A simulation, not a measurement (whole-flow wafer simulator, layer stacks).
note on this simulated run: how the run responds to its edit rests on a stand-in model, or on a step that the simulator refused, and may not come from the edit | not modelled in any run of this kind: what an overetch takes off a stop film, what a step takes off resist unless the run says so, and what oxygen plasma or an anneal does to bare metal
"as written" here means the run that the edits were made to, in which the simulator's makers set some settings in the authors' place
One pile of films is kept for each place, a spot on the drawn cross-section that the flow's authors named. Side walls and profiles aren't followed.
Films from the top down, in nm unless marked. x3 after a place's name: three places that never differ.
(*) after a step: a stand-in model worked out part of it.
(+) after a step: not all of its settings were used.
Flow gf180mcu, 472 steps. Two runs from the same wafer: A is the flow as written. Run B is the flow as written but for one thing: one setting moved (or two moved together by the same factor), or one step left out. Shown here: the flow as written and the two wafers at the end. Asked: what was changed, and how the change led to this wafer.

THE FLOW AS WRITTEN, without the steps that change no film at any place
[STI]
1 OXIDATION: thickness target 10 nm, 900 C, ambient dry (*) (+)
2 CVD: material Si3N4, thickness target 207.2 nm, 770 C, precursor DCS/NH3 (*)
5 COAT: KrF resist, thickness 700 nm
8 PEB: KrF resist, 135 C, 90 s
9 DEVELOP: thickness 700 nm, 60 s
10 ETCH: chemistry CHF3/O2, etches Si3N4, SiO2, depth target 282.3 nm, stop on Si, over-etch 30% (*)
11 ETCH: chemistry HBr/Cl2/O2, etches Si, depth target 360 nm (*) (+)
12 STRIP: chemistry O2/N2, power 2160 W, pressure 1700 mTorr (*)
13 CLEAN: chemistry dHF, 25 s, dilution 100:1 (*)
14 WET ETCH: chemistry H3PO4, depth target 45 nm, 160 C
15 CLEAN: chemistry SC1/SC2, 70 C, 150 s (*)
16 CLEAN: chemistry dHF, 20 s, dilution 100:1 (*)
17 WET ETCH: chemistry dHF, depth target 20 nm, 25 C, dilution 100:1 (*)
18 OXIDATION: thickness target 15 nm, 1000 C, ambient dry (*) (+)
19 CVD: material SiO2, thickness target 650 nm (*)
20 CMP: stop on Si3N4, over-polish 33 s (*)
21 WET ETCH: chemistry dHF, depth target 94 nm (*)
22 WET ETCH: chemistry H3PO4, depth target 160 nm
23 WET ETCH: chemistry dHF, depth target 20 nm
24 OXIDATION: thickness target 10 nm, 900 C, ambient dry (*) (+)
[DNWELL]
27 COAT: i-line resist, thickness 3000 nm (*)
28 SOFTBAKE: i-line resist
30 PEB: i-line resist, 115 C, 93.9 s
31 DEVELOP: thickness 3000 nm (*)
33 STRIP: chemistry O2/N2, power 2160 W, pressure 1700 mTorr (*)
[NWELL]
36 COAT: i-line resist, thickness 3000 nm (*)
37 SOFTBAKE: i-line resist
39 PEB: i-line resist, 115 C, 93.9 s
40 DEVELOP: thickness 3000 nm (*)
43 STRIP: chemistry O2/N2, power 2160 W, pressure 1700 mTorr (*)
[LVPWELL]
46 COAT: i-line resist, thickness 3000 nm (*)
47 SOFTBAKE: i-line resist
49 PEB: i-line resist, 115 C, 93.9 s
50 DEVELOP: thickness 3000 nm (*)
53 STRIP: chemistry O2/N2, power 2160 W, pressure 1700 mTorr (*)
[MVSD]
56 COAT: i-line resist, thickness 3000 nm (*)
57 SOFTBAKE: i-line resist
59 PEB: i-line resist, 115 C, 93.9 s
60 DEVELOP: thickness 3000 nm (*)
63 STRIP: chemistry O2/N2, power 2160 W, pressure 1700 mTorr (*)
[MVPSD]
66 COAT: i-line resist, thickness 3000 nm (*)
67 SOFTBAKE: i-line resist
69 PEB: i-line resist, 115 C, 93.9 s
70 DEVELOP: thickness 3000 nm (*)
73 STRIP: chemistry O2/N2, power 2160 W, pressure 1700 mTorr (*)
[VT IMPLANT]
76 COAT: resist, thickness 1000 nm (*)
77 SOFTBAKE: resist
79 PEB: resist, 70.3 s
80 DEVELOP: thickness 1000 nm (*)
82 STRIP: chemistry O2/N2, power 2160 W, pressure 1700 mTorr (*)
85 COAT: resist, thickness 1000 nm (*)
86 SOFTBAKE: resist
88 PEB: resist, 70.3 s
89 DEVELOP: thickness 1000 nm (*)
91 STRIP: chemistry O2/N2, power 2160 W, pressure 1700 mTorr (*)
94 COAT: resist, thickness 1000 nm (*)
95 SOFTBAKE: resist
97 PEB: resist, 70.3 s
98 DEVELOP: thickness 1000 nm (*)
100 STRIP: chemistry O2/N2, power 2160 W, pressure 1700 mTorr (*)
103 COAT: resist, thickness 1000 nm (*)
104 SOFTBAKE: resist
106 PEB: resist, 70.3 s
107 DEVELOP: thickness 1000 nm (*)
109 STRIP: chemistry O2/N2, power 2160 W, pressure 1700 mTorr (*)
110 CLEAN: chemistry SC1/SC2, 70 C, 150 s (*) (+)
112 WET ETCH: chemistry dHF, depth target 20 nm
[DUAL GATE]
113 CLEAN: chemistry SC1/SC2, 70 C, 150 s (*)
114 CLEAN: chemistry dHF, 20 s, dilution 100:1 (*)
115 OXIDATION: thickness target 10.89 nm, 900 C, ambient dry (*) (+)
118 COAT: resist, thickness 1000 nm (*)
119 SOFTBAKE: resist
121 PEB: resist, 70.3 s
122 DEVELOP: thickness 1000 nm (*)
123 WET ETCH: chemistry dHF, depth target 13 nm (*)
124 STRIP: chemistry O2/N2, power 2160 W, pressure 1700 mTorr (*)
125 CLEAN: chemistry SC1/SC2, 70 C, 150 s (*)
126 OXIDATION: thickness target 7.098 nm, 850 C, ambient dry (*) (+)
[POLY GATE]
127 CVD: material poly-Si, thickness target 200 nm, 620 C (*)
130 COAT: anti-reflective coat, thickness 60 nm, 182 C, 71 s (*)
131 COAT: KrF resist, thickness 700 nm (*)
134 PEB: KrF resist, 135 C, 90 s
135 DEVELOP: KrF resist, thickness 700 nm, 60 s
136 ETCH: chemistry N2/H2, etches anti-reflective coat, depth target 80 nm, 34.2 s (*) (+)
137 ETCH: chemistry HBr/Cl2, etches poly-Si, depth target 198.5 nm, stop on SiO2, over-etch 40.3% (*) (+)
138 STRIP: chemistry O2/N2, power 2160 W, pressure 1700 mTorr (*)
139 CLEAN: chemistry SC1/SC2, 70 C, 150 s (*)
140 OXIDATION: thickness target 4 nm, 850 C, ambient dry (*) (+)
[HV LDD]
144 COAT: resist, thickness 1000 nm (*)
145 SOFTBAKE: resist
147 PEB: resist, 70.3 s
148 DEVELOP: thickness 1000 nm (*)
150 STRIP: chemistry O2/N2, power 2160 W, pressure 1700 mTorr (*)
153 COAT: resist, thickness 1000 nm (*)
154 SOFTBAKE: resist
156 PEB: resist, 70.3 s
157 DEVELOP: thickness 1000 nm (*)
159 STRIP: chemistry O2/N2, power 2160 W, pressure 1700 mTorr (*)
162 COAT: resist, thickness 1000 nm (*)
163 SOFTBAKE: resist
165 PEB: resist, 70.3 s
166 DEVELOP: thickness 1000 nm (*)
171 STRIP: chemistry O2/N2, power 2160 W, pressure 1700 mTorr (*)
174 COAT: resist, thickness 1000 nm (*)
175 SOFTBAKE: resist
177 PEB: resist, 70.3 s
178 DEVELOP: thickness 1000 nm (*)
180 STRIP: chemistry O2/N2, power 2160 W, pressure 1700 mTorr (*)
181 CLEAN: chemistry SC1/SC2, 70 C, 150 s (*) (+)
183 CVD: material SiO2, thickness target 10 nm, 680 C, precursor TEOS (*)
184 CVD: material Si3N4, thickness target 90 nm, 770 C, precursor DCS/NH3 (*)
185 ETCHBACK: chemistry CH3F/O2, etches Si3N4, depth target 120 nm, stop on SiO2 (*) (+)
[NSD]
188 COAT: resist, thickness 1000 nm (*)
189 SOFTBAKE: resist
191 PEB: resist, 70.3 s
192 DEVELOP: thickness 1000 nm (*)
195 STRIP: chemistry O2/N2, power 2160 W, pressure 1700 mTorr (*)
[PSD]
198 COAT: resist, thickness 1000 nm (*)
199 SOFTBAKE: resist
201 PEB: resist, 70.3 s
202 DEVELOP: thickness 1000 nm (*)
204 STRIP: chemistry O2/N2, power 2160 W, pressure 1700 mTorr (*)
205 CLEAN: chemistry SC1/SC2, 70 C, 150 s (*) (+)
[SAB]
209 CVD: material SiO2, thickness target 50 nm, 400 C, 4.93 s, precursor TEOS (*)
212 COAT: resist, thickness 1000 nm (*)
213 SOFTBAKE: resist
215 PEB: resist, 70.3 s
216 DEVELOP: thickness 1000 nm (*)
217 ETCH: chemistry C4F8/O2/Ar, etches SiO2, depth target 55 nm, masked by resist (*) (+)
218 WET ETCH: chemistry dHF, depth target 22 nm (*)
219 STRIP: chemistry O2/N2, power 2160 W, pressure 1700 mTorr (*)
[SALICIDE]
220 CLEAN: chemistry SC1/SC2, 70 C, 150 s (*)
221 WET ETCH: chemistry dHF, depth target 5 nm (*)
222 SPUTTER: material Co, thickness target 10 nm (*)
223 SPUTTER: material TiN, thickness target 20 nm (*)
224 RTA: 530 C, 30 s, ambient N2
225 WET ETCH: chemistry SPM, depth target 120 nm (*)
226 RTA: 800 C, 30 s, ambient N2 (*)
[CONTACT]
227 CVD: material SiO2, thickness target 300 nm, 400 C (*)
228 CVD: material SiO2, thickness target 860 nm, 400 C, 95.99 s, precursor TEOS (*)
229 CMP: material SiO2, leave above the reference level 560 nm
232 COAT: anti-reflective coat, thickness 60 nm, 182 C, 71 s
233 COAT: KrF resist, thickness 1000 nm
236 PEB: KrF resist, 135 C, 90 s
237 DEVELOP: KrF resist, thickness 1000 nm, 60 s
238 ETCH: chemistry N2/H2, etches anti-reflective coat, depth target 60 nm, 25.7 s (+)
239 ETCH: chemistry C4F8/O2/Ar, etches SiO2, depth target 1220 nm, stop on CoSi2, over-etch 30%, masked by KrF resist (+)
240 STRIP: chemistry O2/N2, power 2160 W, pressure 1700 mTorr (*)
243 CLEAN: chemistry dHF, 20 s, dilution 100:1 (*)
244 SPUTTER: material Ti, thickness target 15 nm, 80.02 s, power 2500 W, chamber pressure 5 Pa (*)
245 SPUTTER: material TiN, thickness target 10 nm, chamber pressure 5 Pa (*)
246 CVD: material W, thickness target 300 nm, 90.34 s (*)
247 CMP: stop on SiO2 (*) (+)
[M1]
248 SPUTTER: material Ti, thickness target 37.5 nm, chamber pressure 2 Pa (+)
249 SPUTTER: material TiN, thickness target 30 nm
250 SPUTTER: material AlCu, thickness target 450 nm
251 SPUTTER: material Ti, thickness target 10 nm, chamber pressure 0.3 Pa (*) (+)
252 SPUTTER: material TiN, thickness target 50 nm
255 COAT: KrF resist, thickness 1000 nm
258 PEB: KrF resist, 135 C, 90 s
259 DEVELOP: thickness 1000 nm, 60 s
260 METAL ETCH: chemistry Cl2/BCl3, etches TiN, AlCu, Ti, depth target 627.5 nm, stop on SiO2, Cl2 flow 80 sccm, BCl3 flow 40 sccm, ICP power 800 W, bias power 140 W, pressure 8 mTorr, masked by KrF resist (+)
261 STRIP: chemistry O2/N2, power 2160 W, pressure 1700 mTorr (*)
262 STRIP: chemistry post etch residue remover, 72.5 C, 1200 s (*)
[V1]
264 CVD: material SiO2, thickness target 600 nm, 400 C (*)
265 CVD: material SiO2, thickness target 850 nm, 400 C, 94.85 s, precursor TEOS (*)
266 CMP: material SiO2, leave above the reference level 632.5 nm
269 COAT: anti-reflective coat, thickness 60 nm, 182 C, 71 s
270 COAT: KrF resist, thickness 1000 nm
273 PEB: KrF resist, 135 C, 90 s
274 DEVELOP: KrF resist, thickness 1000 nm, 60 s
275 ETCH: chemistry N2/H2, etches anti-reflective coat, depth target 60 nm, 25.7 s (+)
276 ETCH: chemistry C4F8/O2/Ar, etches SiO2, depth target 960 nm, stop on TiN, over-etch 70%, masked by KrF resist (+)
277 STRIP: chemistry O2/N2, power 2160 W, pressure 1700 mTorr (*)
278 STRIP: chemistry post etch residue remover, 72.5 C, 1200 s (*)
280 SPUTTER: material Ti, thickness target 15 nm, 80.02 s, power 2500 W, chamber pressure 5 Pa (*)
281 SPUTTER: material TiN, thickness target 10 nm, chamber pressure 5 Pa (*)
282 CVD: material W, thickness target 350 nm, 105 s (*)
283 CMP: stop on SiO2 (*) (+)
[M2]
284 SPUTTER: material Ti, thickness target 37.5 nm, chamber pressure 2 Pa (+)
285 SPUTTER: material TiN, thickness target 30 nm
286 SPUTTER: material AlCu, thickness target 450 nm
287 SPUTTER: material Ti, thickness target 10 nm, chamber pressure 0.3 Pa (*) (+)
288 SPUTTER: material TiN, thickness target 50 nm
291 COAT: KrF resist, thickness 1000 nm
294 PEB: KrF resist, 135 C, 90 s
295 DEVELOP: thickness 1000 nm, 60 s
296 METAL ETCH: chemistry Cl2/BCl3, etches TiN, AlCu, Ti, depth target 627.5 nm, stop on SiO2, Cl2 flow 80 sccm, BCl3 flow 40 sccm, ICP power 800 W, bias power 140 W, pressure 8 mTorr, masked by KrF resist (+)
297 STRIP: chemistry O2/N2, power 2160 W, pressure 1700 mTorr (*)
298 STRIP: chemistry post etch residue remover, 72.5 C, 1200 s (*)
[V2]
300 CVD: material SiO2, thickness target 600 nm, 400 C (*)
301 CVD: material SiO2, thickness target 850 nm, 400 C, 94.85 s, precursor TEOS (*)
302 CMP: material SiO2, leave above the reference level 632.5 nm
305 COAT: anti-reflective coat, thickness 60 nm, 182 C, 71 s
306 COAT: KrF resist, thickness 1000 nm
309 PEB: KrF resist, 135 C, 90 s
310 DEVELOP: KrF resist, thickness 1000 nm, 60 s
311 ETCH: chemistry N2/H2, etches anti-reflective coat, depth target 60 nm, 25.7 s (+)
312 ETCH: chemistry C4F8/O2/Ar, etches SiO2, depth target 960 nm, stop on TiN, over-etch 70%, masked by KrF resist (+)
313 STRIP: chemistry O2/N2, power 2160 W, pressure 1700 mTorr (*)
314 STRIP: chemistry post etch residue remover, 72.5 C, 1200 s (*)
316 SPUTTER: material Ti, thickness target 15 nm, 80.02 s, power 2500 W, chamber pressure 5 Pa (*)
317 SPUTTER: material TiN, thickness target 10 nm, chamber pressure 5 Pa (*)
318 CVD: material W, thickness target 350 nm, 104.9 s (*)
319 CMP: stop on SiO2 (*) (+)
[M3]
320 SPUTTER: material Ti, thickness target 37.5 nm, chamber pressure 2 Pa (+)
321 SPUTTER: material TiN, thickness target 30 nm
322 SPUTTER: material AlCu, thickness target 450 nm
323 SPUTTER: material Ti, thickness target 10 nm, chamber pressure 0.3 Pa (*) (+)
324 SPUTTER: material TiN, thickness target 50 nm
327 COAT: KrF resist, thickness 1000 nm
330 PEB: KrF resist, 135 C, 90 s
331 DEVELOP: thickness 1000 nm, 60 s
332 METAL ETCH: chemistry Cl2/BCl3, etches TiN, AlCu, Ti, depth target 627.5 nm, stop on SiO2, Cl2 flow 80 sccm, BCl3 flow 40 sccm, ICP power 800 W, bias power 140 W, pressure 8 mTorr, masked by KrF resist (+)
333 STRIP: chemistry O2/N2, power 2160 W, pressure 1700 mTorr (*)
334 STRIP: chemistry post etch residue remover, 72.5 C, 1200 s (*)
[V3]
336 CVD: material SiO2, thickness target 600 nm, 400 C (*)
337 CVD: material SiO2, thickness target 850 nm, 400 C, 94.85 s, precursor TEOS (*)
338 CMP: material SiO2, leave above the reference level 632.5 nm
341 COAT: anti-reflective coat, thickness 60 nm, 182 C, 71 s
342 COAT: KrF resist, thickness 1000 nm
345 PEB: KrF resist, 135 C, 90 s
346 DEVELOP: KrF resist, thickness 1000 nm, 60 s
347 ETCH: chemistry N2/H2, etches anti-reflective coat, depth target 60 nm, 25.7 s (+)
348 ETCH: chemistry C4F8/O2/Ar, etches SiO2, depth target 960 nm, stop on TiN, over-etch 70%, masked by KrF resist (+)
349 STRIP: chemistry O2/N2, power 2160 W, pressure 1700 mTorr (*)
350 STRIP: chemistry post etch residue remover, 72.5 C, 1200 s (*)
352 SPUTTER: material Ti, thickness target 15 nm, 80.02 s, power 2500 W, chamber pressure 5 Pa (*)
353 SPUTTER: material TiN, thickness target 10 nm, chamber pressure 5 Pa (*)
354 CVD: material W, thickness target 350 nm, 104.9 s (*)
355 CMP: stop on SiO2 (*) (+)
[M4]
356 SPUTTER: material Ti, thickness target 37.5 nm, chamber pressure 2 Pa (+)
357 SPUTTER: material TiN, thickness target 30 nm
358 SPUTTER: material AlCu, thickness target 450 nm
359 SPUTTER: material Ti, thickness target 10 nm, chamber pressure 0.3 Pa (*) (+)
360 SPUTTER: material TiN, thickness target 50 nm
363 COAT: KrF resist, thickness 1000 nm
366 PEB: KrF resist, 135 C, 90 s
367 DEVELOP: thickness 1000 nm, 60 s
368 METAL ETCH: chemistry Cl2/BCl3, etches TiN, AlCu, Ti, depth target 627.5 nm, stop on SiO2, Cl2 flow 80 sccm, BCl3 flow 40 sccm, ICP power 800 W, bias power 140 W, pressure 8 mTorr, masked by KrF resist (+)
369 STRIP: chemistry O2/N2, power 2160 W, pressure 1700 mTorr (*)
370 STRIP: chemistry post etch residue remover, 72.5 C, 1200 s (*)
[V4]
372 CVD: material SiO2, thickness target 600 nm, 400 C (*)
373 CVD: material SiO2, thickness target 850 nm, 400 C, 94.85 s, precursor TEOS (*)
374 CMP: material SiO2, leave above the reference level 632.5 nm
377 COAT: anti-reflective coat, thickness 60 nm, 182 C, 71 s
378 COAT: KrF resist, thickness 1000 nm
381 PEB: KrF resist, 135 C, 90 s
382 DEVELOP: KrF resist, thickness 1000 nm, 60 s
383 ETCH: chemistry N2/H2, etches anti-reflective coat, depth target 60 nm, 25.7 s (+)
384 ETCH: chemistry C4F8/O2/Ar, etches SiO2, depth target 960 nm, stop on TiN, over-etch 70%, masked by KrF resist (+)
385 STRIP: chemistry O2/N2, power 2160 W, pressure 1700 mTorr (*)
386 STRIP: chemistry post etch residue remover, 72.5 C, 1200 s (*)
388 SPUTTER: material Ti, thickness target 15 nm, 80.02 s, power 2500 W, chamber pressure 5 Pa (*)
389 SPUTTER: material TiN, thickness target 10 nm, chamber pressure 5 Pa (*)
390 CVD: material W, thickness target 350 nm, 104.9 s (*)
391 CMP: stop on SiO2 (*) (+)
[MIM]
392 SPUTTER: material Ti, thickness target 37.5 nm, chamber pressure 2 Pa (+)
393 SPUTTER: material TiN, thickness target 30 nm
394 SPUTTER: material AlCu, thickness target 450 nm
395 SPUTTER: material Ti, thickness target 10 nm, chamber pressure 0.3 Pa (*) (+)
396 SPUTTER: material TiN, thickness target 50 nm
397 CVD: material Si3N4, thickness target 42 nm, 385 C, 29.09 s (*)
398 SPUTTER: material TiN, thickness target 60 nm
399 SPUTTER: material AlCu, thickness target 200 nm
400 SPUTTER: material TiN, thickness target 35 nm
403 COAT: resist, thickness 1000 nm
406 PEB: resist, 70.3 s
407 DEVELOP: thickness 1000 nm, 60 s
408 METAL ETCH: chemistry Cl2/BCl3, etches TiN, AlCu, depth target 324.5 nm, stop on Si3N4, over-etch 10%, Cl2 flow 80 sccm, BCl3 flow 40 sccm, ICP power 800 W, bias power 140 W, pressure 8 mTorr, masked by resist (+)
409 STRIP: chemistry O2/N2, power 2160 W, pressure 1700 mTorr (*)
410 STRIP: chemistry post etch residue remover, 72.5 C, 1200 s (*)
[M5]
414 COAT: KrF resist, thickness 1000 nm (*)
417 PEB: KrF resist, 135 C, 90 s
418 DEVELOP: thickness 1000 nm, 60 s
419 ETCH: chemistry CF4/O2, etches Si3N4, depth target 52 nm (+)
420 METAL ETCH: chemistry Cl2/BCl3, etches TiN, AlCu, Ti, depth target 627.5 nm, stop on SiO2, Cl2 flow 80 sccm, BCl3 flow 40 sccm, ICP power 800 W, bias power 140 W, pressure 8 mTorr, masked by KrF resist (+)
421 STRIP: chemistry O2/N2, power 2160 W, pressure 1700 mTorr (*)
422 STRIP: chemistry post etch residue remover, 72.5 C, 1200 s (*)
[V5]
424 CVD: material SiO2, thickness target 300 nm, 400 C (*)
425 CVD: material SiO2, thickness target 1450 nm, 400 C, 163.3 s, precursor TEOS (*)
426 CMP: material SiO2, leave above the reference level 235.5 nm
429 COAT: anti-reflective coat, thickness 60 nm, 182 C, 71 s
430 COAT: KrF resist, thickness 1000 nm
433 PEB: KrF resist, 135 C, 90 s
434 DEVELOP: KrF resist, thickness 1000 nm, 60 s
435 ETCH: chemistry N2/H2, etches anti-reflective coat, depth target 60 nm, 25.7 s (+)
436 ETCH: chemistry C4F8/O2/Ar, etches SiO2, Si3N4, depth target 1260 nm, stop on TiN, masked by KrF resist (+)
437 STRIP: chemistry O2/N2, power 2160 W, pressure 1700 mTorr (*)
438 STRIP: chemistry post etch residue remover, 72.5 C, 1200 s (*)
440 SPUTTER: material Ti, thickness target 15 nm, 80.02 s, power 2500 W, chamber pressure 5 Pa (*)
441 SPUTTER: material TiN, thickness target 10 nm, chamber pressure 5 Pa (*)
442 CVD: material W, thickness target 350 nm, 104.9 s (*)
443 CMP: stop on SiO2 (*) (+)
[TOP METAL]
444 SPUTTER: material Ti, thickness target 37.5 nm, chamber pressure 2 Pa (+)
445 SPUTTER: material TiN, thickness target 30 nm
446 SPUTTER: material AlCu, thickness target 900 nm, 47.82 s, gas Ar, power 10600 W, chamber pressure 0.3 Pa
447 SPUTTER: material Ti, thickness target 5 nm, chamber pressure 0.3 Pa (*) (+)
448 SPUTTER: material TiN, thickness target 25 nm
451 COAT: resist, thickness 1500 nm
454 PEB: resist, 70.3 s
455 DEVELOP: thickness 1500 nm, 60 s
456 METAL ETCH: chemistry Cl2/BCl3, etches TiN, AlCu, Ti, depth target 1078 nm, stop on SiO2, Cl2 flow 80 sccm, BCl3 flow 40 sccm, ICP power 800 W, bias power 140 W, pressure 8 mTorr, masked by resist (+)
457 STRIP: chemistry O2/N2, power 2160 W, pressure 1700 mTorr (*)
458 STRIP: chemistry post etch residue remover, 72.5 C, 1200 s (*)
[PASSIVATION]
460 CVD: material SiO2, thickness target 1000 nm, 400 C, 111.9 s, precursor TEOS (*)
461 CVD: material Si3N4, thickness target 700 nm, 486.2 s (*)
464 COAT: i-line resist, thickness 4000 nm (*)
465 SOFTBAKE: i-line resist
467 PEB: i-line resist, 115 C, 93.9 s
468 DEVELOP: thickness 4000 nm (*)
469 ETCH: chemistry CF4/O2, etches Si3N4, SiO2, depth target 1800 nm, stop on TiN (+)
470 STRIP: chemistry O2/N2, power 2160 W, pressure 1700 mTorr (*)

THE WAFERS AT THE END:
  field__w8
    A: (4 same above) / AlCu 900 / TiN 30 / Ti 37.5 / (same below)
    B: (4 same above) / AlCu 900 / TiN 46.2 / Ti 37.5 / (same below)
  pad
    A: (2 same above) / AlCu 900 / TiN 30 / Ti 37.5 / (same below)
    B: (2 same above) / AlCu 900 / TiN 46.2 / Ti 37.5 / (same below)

The cause: step 445, SPUTTER: thickness target 46.2 nm was run, where the flow has thickness target 30 nm.
It can be read off the wafer: field__w8 has TiN 46.2, and step 445 as written asks for 30 nm.

How the change led to this, step by step:
  445 SPUTTER: material TiN, thickness target 30 nm
      field, field__w1, field__w2 and 109 more: A TiN +30 (new film) | B TiN +46.2 (new film)
  456 METAL ETCH: chemistry Cl2/BCl3, etches TiN, AlCu, Ti, depth target 1078 nm, stop on SiO2, Cl2 flow 80 sccm, BCl3 flow 40 sccm, ICP power 800 W, bias power 140 W, pressure 8 mTorr, masked by resist (+)
      field, field__w1, field__w2 and 103 more: A TiN -25 (all of it), Ti -5 (all of it), AlCu -900 (all of it), TiN -30 (all of it), Ti -37.5 (all of it) | B TiN -25 (all of it), Ti -5 (all of it), AlCu -900 (all of it), TiN -46.2 (all of it), Ti -37.5 (all of it)
  465 SOFTBAKE: i-line resist
      gate: A i-line resist +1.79 | B i-line resist -0.23
      ld_acc_p, ld_fp_p, ld_drift_p: A i-line resist +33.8 | B i-line resist +27.6
      (and at 63 more places)
